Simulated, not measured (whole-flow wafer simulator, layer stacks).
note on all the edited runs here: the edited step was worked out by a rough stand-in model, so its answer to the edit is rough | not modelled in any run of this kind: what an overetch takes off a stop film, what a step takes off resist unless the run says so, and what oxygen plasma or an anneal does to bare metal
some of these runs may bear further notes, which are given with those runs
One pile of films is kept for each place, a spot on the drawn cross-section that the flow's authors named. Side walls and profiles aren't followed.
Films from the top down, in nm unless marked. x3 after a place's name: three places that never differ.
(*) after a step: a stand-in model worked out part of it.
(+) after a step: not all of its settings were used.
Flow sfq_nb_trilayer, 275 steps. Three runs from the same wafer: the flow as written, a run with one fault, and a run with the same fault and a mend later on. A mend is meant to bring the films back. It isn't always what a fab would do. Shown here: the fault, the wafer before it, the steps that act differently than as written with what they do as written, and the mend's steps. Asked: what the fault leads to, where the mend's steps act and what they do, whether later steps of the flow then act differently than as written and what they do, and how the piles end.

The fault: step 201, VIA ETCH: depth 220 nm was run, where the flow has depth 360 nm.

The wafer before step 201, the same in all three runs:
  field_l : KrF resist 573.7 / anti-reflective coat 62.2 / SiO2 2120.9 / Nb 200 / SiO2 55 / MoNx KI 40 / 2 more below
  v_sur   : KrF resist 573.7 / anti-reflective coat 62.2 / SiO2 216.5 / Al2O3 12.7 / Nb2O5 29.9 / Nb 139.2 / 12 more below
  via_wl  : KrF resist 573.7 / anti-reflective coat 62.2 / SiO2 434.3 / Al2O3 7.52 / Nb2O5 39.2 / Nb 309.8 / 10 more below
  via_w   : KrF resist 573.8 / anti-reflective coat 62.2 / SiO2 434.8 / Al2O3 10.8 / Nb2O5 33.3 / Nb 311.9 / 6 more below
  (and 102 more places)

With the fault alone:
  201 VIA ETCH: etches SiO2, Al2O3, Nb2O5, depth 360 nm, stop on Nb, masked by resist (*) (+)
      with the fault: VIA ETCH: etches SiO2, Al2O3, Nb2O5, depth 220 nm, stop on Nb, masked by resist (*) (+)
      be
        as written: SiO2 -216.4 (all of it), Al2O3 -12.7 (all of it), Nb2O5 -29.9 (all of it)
        with the fault: SiO2 -216.4 (all of it), Al2O3 -3.64
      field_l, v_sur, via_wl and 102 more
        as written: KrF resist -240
        with the fault: KrF resist -146.7
  Later steps of the flow that act differently than as written (6 more steps differ only slightly, by at most 2% or 0.5 nm, whichever is larger, and aren't shown):
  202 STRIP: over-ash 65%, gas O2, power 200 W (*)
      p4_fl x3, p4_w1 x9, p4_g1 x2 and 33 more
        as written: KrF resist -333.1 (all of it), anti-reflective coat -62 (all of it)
        with the fault: KrF resist -426.5 (all of it), anti-reflective coat -62 (all of it)
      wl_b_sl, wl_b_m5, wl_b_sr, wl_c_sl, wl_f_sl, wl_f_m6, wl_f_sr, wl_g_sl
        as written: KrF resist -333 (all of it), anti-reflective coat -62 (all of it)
        with the fault: KrF resist -426.3 (all of it), anti-reflective coat -62 (all of it)
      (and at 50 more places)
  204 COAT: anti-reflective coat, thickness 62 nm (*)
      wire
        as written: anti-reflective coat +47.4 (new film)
        with the fault: anti-reflective coat +48.6 (new film)
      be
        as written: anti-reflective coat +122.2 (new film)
        with the fault: anti-reflective coat +116.4 (new film)
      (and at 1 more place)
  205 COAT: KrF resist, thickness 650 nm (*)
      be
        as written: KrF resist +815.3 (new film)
        with the fault: KrF resist +787.5 (new film)
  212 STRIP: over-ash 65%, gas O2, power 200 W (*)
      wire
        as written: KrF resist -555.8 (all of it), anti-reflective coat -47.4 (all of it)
        with the fault: KrF resist -557.9 (all of it), anti-reflective coat -48.6 (all of it)
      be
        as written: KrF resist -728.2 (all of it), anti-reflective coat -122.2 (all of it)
        with the fault: KrF resist -700.3 (all of it), anti-reflective coat -116.4 (all of it)
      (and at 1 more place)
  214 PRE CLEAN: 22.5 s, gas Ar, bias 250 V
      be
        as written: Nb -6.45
        with the fault: Al2O3 -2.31
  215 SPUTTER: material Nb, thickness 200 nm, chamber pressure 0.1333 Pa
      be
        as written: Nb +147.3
        with the fault: Nb +157.3 (new film)
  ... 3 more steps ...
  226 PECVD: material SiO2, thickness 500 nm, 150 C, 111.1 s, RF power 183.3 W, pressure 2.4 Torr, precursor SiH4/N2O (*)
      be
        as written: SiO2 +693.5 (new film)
        with the fault: SiO2 +640.4 (new film)
  At the end the piles differ from the flow's by more than 2% or 0.5 nm, whichever is larger, at be.
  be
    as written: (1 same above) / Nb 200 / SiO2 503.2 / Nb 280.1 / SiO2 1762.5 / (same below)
    with the fault: (1 same above) / Nb 200 / SiO2 450.2 / Nb 157.3 / Al2O3 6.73 / Nb2O5 29.9 / Nb 139.2 / SiO2 1762.5 / (same below)

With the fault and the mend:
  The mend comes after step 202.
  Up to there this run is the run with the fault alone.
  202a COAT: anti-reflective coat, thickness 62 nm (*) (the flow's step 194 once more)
      l0_sur, l0v, p4_fl x3 and 61 more
        anti-reflective coat +62 (new film)
      wl_a_sl, wl_a_m6, wl_a_sr, wl_g_sr
        anti-reflective coat +61.9 (new film)
      lsp_m, ln_m6, lsp_r
        anti-reflective coat +62.1 (new film)
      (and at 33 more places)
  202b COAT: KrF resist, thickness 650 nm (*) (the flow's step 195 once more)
      p4_fl x3, p4_w1 x9, p4_g1 x2 and 33 more
        KrF resist +650 (new film)
      wl_b_m5, wl_b_sr, wl_c_sl and 12 more
        KrF resist +649.9 (new film)
      r5r_line_l, r5r_line_c, r5r_line_r
        KrF resist +634.3 (new film)
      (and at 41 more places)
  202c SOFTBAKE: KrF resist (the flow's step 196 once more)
      changes no film at any place that is followed
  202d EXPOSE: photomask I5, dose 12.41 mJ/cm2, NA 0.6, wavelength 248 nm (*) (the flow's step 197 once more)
      changes no film at any place that is followed
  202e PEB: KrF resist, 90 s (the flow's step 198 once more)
      field_l, v_sur, via_wl and 81 more
        KrF resist -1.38
      via_w, via_wr, via_sp, wire, be_sur
        KrF resist -1.37
      ce_l, moat, field_r, wl_jj
        KrF resist -1.39
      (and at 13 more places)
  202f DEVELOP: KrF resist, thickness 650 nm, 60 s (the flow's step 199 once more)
      field_l, v_sur, via_wl and 102 more
        KrF resist -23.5
      be
        KrF resist -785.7 (all of it)
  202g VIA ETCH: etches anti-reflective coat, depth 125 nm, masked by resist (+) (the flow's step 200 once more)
      field_l, v_sur, via_wl and 102 more
        KrF resist -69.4
      be
        anti-reflective coat -116.4 (all of it), Al2O3 -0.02
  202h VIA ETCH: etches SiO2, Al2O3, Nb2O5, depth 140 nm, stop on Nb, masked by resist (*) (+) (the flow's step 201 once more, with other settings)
      field_l, v_sur, via_wl and 102 more
        KrF resist -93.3
      be
        Al2O3 -9.03 (all of it), Nb2O5 -29.9 (all of it)
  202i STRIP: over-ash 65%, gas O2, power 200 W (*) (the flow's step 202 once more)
      p4_fl x3, p4_w1 x9, p4_g1 x2 and 33 more
        KrF resist -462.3 (all of it), anti-reflective coat -62 (all of it)
      wl_b_m5, wl_b_sr, wl_c_sl and 12 more
        KrF resist -462.2 (all of it), anti-reflective coat -62 (all of it)
      wl_j_sl, wl_j_sr
        KrF resist -462.5 (all of it), anti-reflective coat -60.2 (all of it)
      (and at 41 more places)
  No later step of the flow acts differently than as written at any place that is followed.
  At the end the piles are the same as the flow's at every place that both follow.
